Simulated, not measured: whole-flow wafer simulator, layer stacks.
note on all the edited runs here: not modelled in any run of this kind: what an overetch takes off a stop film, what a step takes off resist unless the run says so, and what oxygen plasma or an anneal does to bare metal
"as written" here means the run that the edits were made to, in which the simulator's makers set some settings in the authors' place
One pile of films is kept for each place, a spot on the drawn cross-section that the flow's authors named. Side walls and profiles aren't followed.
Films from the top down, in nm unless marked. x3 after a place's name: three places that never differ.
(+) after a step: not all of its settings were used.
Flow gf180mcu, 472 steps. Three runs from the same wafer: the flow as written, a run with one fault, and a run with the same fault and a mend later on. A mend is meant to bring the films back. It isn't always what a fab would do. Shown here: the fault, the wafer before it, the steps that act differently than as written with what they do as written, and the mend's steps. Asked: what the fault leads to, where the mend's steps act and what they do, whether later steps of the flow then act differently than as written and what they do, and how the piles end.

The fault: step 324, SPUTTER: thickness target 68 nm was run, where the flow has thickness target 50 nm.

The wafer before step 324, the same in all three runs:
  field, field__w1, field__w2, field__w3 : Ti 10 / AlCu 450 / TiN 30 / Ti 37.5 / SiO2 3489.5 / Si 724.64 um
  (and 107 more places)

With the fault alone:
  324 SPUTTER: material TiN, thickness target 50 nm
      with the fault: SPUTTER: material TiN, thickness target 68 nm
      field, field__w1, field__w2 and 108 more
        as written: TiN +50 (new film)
        with the fault: TiN +68 (new film)
  Later steps of the flow that act differently than as written (4 more steps differ only slightly, by at most 2% or 0.5 nm, whichever is larger, and aren't shown):
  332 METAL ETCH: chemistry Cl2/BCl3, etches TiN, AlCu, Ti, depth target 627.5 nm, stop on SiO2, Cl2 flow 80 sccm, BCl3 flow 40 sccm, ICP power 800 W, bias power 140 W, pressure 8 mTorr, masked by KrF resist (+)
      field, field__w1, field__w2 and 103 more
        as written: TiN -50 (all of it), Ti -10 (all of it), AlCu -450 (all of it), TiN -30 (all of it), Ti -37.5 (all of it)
        with the fault: TiN -68 (all of it), Ti -10 (all of it), AlCu -450 (all of it), TiN -30 (all of it), Ti -37.5 (all of it)
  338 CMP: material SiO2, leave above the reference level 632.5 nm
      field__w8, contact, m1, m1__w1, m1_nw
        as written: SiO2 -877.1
        with the fault: SiO2 -895.1
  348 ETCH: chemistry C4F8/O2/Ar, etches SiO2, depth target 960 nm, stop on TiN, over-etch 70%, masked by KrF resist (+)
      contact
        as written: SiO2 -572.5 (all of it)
        with the fault: SiO2 -554.5 (all of it)
  At the end the piles differ from the flow's by more than 2% or 0.5 nm, whichever is larger, at field__w8, contact, m1, m1__w1, m1_nw.
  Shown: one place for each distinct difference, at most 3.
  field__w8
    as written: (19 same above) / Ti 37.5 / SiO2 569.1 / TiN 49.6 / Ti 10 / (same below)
    with the fault: (19 same above) / Ti 37.5 / SiO2 551.1 / TiN 67.6 / Ti 10 / (same below)
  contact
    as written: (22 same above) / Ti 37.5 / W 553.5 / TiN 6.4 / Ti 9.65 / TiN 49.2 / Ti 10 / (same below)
    with the fault: (22 same above) / Ti 37.5 / W 535.3 / TiN 6.47 / Ti 9.75 / TiN 67.2 / Ti 10 / (same below)

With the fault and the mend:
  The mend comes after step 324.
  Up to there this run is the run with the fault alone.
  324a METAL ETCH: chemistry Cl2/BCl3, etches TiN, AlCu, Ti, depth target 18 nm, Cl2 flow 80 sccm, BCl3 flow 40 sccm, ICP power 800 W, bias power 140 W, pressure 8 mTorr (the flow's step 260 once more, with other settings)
      field, field__w1, field__w2 and 108 more
        TiN -18
  No later step of the flow acts differently than as written at any place that is followed.
  At the end the piles are the same as the flow's at every place that both follow.
